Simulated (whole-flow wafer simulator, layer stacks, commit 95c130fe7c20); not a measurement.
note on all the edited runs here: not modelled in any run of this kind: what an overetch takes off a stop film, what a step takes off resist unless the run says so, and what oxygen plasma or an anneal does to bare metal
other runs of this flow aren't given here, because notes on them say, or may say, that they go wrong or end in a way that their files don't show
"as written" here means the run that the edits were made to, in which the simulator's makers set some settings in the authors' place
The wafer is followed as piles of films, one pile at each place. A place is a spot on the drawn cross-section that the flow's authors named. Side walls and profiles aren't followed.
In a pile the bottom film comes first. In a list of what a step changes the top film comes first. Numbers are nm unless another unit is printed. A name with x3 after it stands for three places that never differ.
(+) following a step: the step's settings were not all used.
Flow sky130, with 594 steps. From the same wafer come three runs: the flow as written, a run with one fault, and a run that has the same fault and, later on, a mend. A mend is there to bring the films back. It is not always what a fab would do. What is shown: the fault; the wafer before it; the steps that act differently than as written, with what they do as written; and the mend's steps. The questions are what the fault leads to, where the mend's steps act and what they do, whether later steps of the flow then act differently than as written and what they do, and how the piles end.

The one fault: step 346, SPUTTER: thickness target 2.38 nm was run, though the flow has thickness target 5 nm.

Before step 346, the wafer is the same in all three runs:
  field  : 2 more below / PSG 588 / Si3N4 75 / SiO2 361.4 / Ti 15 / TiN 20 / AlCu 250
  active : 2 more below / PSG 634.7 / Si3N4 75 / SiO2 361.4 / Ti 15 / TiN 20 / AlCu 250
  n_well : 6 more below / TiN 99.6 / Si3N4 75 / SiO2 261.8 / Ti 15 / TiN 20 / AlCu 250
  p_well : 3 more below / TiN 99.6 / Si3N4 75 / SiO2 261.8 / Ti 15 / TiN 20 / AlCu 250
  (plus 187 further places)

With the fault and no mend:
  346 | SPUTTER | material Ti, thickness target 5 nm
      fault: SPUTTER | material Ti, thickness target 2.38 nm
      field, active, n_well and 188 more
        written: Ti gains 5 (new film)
        fault: Ti gains 2.38 (new film)
  Later steps of the flow acting differently than as written (20 other steps are not shown; they differ only slightly, by no more than 2% or 0.5 nm, whichever is larger):
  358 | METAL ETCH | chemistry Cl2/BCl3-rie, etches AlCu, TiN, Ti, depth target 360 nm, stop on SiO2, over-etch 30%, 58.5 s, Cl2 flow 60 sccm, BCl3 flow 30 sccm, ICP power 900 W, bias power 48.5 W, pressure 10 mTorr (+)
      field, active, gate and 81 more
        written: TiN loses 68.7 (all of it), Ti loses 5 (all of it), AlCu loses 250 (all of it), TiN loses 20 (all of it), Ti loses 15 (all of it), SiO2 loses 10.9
        fault: TiN loses 68.7 (all of it), Ti loses 2.38 (all of it), AlCu loses 250 (all of it), TiN loses 20 (all of it), Ti loses 15 (all of it), SiO2 loses 11.2
  By the end, the piles at n_well, p_well, gate_hv and 104 more depart from the flow's by more than 2% or 0.5 nm, whichever is larger.
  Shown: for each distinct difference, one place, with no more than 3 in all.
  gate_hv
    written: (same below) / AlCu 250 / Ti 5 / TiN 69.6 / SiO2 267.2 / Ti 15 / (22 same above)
    fault: (same below) / AlCu 250 / Ti 2.38 / TiN 69.6 / SiO2 269.9 / Ti 15 / (22 same above)
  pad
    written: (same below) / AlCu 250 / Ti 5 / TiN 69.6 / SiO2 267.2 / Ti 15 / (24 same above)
    fault: (same below) / AlCu 250 / Ti 2.38 / TiN 69.6 / SiO2 269.9 / Ti 15 / (24 same above)
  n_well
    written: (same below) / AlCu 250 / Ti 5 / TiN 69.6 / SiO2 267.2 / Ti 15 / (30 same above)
    fault: (same below) / AlCu 250 / Ti 2.38 / TiN 69.6 / SiO2 269.9 / Ti 15 / (30 same above)

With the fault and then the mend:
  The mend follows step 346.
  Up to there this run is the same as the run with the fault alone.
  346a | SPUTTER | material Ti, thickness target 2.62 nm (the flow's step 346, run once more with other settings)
      field, active, n_well and 188 more
        Ti gains 2.62
  Every later step of the flow that is run acts as written at every place that is followed.
  By the end, the piles equal the flow's at every place that both follow.
